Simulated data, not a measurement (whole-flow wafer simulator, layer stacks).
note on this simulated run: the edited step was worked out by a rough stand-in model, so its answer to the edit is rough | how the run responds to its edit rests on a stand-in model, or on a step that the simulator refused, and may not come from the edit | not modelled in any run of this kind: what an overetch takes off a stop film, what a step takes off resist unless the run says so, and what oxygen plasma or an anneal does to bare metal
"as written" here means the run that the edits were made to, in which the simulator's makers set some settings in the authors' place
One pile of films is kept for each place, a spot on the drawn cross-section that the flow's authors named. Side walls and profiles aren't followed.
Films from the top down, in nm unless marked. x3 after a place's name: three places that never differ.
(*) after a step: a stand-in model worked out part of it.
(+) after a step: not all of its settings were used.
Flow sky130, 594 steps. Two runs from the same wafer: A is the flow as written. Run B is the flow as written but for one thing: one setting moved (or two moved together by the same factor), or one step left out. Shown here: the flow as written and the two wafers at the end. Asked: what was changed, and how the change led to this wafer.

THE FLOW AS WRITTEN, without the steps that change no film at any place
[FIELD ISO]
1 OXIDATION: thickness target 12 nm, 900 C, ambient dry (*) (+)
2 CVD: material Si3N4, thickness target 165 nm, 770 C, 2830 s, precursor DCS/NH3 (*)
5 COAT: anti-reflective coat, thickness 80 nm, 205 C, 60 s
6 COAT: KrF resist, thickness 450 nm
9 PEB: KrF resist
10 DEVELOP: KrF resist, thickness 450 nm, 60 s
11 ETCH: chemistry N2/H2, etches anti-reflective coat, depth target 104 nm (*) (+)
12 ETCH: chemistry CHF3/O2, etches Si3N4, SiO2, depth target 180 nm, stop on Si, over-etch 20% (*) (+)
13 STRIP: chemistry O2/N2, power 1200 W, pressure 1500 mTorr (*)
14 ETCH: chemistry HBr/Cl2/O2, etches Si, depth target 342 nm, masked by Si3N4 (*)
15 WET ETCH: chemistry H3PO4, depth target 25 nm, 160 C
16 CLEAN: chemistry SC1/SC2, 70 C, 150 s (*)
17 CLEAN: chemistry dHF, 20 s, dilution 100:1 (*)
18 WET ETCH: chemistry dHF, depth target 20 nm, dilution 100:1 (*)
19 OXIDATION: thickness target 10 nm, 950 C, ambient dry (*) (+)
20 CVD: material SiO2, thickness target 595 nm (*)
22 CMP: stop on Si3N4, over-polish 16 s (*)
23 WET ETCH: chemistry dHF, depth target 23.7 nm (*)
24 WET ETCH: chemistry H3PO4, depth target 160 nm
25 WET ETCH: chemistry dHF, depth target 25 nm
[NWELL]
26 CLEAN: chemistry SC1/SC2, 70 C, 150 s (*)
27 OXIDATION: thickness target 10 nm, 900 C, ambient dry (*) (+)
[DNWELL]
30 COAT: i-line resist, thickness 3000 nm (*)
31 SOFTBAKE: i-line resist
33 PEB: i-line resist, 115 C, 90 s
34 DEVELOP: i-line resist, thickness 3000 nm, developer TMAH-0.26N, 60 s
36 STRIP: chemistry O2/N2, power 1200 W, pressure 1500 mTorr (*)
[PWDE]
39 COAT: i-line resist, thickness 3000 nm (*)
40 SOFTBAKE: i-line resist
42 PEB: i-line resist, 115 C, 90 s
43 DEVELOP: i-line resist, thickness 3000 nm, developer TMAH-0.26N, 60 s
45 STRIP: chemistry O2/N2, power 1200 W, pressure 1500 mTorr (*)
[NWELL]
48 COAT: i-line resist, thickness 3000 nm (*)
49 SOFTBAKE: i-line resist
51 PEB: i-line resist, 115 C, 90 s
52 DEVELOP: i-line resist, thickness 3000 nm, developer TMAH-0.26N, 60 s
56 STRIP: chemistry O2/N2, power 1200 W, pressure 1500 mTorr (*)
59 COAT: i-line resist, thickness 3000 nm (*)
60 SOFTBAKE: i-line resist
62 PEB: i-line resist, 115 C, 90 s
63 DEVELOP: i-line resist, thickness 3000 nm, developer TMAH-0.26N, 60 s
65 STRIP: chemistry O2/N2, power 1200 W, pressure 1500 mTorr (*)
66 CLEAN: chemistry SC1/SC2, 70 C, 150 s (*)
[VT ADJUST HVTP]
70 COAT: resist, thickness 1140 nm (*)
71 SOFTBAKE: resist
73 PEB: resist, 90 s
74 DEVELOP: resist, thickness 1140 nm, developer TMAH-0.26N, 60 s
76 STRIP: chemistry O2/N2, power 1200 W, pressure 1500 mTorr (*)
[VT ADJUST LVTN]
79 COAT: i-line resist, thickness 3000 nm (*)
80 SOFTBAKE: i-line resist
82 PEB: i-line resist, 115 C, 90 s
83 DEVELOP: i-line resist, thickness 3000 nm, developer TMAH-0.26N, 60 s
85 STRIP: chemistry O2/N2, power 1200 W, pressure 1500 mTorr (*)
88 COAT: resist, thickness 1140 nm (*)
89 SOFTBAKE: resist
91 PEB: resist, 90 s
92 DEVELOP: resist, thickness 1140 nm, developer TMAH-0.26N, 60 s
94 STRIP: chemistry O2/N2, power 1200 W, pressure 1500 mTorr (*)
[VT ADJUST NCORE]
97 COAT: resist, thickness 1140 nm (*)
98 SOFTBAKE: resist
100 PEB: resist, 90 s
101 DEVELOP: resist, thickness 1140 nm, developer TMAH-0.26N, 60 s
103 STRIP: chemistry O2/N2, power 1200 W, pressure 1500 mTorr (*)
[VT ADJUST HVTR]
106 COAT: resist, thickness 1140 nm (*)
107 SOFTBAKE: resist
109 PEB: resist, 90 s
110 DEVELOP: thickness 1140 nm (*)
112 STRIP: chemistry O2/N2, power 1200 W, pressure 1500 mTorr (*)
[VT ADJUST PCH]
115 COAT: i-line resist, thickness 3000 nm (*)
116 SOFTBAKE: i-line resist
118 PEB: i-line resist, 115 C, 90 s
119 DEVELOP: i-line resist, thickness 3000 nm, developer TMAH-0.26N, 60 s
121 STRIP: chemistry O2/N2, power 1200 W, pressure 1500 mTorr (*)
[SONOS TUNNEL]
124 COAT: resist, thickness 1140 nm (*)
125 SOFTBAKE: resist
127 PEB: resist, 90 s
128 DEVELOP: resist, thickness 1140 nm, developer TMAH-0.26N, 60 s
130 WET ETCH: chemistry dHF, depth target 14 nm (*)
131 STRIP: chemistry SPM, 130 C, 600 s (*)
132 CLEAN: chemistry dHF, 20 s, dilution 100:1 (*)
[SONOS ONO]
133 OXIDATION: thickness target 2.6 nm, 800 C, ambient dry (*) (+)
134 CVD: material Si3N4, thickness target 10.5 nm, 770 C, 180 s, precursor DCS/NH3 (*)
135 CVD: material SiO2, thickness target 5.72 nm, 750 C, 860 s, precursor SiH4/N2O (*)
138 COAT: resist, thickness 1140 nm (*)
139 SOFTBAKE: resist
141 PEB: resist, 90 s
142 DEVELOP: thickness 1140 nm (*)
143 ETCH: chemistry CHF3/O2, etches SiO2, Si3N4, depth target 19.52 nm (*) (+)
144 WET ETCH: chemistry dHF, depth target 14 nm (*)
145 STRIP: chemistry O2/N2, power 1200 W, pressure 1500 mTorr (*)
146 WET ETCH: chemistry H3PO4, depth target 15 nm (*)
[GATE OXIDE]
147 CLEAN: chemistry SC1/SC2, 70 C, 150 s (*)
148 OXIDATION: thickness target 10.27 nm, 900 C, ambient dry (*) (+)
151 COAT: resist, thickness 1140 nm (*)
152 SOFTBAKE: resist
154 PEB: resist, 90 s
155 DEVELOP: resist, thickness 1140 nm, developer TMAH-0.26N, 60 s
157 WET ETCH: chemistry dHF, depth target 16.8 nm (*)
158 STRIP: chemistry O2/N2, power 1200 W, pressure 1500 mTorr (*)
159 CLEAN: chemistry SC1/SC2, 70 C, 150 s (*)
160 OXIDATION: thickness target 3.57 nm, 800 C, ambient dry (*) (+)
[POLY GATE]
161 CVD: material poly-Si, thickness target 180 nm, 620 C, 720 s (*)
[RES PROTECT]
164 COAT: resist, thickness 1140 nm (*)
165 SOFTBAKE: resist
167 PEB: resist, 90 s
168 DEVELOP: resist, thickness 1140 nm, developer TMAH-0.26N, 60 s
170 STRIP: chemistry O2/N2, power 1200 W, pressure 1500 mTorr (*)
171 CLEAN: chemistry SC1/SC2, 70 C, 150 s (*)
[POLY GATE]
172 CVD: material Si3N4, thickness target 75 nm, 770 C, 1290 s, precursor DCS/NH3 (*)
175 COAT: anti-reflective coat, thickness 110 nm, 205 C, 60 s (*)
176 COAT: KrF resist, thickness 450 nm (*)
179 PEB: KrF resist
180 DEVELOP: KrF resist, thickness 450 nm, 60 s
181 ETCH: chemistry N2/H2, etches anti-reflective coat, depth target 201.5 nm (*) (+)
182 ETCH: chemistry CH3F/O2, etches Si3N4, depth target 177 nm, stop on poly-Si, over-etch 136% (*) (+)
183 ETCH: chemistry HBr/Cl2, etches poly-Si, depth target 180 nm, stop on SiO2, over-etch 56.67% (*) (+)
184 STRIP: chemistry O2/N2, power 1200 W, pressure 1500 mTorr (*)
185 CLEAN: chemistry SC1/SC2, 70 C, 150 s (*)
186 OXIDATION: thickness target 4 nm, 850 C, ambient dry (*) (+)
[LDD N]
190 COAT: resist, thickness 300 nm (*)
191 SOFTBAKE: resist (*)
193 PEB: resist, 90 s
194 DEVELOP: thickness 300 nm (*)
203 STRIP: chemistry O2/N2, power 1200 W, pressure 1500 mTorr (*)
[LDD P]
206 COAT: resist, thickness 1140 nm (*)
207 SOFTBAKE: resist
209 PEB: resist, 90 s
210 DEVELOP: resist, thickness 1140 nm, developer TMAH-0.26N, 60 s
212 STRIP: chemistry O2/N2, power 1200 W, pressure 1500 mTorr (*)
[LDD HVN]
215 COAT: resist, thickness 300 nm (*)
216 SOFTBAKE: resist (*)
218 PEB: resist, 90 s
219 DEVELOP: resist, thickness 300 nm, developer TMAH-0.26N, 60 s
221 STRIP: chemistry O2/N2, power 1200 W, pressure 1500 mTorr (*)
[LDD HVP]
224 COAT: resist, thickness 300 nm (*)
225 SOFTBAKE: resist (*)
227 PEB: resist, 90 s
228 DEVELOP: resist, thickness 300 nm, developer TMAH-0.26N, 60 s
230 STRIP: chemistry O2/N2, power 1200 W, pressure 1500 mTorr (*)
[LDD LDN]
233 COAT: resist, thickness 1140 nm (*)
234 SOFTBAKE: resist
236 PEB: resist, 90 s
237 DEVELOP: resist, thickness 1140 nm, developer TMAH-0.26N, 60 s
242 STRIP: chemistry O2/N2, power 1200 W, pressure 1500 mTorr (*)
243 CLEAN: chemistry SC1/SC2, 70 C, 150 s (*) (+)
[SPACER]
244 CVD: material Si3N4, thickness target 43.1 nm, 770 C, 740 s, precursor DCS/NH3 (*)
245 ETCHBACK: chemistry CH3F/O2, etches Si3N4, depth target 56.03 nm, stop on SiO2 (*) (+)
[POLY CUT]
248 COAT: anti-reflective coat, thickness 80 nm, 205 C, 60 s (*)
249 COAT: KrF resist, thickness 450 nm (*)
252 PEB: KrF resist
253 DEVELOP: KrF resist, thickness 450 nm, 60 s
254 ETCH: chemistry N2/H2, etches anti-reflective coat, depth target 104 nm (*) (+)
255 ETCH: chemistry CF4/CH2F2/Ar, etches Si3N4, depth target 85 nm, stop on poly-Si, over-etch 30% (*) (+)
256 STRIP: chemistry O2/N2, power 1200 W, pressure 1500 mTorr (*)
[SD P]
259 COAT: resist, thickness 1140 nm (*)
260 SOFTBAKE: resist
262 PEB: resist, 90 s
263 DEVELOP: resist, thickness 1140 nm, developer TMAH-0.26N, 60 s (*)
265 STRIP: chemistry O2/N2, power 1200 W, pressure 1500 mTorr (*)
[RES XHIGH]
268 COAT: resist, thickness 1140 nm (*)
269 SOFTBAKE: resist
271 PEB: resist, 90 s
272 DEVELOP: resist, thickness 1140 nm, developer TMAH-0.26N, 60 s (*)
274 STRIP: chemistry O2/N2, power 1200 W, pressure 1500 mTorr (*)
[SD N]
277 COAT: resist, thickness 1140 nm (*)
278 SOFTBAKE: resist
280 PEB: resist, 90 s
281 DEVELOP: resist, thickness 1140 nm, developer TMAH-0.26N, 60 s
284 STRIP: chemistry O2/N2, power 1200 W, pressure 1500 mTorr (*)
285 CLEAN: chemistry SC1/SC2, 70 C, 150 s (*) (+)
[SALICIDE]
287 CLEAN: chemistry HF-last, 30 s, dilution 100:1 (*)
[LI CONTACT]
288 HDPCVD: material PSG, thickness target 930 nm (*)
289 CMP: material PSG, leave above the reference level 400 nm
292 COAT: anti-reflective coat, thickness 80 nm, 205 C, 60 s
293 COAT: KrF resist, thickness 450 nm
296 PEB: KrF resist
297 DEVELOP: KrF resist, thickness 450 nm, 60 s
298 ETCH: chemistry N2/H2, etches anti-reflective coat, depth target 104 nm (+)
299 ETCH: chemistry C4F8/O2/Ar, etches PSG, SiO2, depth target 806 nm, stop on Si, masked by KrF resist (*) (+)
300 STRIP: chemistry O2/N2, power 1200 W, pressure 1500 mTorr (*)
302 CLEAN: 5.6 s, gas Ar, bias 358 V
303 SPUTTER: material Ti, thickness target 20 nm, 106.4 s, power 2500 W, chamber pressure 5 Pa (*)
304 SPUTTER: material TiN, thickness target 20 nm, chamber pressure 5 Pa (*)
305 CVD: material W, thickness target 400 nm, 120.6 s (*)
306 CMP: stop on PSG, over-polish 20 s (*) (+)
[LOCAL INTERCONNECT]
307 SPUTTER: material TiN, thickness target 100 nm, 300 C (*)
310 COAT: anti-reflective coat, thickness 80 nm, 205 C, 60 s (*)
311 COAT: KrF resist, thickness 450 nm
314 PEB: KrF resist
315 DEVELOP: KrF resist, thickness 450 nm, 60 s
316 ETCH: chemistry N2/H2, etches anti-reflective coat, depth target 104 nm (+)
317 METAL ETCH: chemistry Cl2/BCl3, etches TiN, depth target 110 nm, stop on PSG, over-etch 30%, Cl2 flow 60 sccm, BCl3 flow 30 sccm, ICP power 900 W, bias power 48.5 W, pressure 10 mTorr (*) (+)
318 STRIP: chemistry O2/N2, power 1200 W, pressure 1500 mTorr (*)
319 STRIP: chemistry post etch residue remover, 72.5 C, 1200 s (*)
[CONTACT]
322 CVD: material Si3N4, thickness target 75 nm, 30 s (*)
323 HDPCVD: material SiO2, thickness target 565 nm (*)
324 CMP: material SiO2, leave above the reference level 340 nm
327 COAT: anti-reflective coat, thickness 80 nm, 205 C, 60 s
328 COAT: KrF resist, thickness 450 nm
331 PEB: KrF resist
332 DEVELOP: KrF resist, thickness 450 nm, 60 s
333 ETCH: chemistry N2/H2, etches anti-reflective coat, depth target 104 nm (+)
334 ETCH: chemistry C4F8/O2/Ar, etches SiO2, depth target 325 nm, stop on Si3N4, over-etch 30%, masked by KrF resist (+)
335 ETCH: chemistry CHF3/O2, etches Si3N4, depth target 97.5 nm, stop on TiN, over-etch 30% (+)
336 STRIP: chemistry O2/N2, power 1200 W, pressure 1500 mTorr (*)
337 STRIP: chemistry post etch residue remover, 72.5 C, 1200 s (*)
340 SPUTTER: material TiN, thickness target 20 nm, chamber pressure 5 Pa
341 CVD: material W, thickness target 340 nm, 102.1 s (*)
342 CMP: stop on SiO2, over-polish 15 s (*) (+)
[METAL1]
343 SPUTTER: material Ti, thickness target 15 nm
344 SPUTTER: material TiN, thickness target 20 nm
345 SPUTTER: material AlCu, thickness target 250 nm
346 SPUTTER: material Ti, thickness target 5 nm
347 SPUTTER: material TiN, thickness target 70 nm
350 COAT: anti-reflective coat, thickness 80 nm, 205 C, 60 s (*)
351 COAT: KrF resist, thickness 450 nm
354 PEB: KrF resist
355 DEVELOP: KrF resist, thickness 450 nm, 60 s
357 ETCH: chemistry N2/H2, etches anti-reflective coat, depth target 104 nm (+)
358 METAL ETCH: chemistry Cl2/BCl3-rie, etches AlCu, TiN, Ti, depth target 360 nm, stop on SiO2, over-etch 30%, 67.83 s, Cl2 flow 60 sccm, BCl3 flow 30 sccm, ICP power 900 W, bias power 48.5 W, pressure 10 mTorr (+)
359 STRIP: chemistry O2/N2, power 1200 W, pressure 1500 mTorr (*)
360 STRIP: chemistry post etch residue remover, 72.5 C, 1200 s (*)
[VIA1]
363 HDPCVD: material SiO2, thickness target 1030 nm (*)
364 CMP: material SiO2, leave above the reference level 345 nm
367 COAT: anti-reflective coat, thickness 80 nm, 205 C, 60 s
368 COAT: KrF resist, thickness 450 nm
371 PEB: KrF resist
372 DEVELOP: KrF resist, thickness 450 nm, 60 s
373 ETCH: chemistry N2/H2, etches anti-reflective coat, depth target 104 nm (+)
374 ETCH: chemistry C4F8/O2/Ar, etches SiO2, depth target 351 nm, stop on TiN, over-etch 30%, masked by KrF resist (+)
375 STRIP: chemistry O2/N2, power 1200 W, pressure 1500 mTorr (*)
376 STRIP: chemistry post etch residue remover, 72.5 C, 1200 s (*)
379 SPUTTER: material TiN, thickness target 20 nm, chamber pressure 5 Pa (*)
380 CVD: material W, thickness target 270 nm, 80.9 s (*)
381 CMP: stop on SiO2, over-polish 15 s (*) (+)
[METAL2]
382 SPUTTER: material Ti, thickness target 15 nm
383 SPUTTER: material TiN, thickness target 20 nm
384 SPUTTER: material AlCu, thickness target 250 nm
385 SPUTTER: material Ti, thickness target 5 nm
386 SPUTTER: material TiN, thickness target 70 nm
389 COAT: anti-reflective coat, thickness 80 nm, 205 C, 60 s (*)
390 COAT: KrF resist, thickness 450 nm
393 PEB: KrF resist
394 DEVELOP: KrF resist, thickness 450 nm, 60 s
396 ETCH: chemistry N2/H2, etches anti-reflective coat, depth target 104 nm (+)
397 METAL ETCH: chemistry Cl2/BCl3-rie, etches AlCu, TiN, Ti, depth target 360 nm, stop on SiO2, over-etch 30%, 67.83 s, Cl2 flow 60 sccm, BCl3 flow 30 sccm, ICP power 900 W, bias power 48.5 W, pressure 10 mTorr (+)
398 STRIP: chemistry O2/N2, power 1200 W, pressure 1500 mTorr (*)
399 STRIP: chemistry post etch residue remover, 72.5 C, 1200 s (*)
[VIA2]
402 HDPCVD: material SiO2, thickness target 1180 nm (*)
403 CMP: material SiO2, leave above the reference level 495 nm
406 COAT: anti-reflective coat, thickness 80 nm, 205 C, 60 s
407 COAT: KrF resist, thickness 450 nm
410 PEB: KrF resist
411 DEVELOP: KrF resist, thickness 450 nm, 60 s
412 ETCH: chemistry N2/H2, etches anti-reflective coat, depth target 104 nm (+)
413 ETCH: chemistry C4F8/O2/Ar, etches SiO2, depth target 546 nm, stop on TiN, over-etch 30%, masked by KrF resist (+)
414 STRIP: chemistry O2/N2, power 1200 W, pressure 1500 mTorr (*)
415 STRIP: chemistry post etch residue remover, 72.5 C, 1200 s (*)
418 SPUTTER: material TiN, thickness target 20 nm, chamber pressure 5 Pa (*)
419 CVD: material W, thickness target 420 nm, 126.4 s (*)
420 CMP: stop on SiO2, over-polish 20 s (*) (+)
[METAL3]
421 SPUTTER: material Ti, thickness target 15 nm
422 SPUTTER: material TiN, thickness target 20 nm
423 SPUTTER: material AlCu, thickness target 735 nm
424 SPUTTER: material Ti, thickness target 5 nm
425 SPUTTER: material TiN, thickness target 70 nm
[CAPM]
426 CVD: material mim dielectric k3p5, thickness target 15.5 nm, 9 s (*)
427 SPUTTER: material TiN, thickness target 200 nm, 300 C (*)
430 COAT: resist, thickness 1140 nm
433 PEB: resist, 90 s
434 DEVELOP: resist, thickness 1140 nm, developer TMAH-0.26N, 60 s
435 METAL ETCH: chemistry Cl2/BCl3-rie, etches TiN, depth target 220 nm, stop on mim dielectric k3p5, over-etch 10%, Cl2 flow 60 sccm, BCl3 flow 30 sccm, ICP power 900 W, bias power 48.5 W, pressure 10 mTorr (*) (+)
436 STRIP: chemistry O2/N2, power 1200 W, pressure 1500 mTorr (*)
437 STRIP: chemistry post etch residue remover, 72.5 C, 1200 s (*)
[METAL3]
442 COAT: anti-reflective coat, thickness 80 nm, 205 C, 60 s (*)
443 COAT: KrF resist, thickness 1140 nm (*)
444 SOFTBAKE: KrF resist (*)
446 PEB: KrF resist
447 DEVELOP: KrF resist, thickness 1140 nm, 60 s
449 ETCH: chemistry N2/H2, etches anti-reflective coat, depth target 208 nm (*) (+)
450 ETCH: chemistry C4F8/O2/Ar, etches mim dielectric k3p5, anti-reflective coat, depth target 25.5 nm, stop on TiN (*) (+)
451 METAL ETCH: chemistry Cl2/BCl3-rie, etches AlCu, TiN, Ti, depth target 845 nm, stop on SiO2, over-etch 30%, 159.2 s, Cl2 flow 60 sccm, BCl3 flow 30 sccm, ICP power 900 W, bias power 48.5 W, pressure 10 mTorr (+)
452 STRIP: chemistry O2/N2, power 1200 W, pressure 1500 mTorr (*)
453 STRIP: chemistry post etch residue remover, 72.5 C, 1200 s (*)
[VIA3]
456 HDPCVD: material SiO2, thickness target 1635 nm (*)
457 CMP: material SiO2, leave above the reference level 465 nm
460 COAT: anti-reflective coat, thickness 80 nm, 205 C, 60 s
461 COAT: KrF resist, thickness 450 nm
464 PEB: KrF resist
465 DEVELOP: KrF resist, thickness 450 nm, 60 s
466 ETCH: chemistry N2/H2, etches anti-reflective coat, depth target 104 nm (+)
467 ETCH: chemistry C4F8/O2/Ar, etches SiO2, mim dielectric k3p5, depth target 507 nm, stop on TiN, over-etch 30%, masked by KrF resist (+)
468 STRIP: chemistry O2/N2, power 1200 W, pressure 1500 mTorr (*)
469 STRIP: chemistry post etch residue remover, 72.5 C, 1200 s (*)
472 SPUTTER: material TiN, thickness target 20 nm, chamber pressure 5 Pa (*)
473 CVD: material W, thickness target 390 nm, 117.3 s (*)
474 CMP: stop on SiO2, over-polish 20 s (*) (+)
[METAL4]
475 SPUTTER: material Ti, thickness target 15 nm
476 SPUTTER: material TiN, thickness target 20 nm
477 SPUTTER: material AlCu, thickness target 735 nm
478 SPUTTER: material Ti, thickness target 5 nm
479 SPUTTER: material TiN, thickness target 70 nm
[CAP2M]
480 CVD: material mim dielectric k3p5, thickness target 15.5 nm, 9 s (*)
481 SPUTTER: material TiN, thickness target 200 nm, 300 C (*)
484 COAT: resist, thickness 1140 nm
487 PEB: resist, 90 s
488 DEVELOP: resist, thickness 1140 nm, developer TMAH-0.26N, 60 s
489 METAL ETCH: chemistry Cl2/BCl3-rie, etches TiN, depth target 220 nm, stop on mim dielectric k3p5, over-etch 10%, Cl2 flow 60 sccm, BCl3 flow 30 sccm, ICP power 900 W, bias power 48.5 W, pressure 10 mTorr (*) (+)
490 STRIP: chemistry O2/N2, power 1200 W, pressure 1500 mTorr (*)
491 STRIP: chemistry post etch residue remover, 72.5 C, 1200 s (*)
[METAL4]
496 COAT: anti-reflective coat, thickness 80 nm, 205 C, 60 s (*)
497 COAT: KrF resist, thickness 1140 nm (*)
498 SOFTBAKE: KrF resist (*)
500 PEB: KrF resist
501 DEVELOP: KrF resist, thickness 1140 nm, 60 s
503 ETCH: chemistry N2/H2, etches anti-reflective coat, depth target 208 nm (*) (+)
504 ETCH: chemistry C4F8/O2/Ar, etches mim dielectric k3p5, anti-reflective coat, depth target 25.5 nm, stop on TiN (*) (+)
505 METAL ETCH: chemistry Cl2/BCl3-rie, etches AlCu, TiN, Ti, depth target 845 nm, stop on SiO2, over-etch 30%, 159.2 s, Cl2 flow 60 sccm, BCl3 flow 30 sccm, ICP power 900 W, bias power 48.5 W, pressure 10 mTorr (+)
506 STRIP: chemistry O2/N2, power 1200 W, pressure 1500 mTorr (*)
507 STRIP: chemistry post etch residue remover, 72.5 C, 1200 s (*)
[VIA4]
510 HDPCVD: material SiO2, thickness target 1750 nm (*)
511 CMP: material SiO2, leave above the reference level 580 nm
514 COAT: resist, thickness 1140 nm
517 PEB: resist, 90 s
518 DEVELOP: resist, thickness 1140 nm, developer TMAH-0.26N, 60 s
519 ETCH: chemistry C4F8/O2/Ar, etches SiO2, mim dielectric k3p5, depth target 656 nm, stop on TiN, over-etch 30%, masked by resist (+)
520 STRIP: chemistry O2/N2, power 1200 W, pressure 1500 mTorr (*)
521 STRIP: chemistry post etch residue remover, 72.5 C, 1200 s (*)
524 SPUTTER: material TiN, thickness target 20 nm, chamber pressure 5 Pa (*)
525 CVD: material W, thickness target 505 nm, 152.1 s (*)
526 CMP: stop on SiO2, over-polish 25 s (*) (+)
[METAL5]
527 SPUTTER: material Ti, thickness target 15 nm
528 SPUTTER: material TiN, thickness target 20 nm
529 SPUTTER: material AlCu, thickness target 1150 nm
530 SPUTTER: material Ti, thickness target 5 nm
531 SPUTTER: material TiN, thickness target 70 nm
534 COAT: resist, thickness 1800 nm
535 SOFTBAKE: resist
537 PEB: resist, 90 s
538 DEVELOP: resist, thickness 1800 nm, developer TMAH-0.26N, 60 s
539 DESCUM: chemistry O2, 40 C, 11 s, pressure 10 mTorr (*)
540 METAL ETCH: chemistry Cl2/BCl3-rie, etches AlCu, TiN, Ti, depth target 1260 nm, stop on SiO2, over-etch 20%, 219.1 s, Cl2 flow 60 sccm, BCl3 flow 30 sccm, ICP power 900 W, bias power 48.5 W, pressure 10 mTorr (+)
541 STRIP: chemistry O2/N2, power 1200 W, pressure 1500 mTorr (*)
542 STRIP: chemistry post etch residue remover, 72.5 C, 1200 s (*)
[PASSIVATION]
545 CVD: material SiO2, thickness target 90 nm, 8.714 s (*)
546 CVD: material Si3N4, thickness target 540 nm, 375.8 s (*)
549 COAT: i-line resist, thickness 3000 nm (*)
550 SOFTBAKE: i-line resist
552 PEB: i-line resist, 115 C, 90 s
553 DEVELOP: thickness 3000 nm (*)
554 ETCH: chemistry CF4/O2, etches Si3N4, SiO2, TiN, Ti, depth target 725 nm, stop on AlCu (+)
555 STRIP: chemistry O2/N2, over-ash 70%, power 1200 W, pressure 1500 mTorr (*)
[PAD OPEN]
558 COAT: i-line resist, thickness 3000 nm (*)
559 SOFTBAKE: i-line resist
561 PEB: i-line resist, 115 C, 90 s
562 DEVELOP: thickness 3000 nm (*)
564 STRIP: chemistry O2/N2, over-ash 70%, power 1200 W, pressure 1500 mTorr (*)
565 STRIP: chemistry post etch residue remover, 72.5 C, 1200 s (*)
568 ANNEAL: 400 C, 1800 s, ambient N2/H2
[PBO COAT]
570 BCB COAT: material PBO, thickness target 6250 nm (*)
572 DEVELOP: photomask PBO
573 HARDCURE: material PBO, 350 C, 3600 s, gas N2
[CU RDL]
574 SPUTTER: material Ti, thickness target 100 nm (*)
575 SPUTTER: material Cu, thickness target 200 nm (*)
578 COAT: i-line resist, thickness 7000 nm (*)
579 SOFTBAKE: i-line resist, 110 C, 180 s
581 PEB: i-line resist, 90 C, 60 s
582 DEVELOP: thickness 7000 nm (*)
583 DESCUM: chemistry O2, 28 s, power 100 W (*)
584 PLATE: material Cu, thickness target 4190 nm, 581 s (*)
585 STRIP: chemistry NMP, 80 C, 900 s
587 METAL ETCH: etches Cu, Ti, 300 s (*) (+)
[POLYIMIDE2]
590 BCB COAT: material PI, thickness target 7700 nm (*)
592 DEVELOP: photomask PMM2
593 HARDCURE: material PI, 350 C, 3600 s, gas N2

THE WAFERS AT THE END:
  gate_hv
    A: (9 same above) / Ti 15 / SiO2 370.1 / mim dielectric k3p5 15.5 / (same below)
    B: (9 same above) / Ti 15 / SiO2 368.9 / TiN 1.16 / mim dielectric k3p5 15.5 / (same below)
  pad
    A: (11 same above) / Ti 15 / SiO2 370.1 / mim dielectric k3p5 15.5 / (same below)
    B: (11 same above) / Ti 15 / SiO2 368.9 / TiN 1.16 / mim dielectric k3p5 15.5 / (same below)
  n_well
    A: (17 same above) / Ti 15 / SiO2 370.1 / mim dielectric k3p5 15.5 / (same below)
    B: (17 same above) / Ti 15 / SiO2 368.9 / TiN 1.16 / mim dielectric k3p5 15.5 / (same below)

The cause: step 435, METAL ETCH: depth target 198 nm was run, where the flow has depth target 220 nm.

How the change led to this, step by step:
  435 METAL ETCH: chemistry Cl2/BCl3-rie, etches TiN, depth target 220 nm, stop on mim dielectric k3p5, over-etch 10%, Cl2 flow 60 sccm, BCl3 flow 30 sccm, ICP power 900 W, bias power 48.5 W, pressure 10 mTorr (*) (+)
      field, active, n_well and 185 more: A TiN -200 (all of it) | B TiN -198
      mim, mim_edge_plate_strap, mim_edge_plate: A resist -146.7 | B resist -132
  449 ETCH: chemistry N2/H2, etches anti-reflective coat, depth target 208 nm (*) (+)
      iso_guard, vpp_sp, vpp_ln and 60 more: A anti-reflective coat -80 (all of it) | B anti-reflective coat -80 (all of it), TiN -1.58 (all of it)
      field, active, gate, spacer, sonos_cell, sonos_guard, sonos_guard_hv: A anti-reflective coat -79.9 (all of it) | B anti-reflective coat -79.9 (all of it), TiN -1.58 (all of it)
      (and at 15 more places)
  450 ETCH: chemistry C4F8/O2/Ar, etches mim dielectric k3p5, anti-reflective coat, depth target 25.5 nm, stop on TiN (*) (+)
      rpm_encl, rpm_encl_psd, rpm_encl_urpm: A mim dielectric k3p5 -15.5 (all of it) | B TiN -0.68 (all of it), mim dielectric k3p5 -15.5 (all of it)
  467 ETCH: chemistry C4F8/O2/Ar, etches SiO2, mim dielectric k3p5, depth target 507 nm, stop on TiN, over-etch 30%, masked by KrF resist (+)
      m1: A SiO2 -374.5 (all of it), mim dielectric k3p5 -15.5 (all of it) | B SiO2 -373.3 (all of it)
      via3_hole: A SiO2 -373.9 (all of it), mim dielectric k3p5 -15.5 (all of it) | B SiO2 -372.7 (all of it)
      (and at 190 more places)
  473 CVD: material W, thickness target 390 nm, 117.3 s (*)
      m1: A W +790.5 (new film) | B W +773.6 (new film)
      via3_hole: A W +789.9 (new film) | B W +773 (new film)
Counting metal films that touch as one body, gate_hv has 6 bodies (between them, from the top down: SiO2 368.9; mim dielectric k3p5 15.5; SiO2 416; SiO2 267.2; SiO2 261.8 / Si3N4 75); the flow as written gives 5 bodies (between them, from the top down: SiO2 370.1 / mim dielectric k3p5 15.5; SiO2 416; SiO2 267.2; SiO2 261.8 / Si3N4 75).
Counting metal films that touch as one body, pad has 7 bodies (between them, from the top down: SiO2 484 / mim dielectric k3p5 15.5; SiO2 368.9; mim dielectric k3p5 15.5; SiO2 416; SiO2 267.2; SiO2 261.8 / Si3N4 75); the flow as written gives 6 bodies (between them, from the top down: SiO2 484 / mim dielectric k3p5 15.5; SiO2 370.1 / mim dielectric k3p5 15.5; SiO2 416; SiO2 267.2; SiO2 261.8 / Si3N4 75).
Counting metal films that touch as one body, n_well has 8 bodies (between them, from the top down: PBO 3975 / Si3N4 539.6 / SiO2 90; SiO2 484 / mim dielectric k3p5 15.5; SiO2 368.9; mim dielectric k3p5 15.5; SiO2 416; SiO2 267.2; SiO2 261.8 / Si3N4 75); the flow as written gives 7 bodies (between them, from the top down: PBO 3975 / Si3N4 539.6 / SiO2 90; SiO2 484 / mim dielectric k3p5 15.5; SiO2 370.1 / mim dielectric k3p5 15.5; SiO2 416; SiO2 267.2; SiO2 261.8 / Si3N4 75).
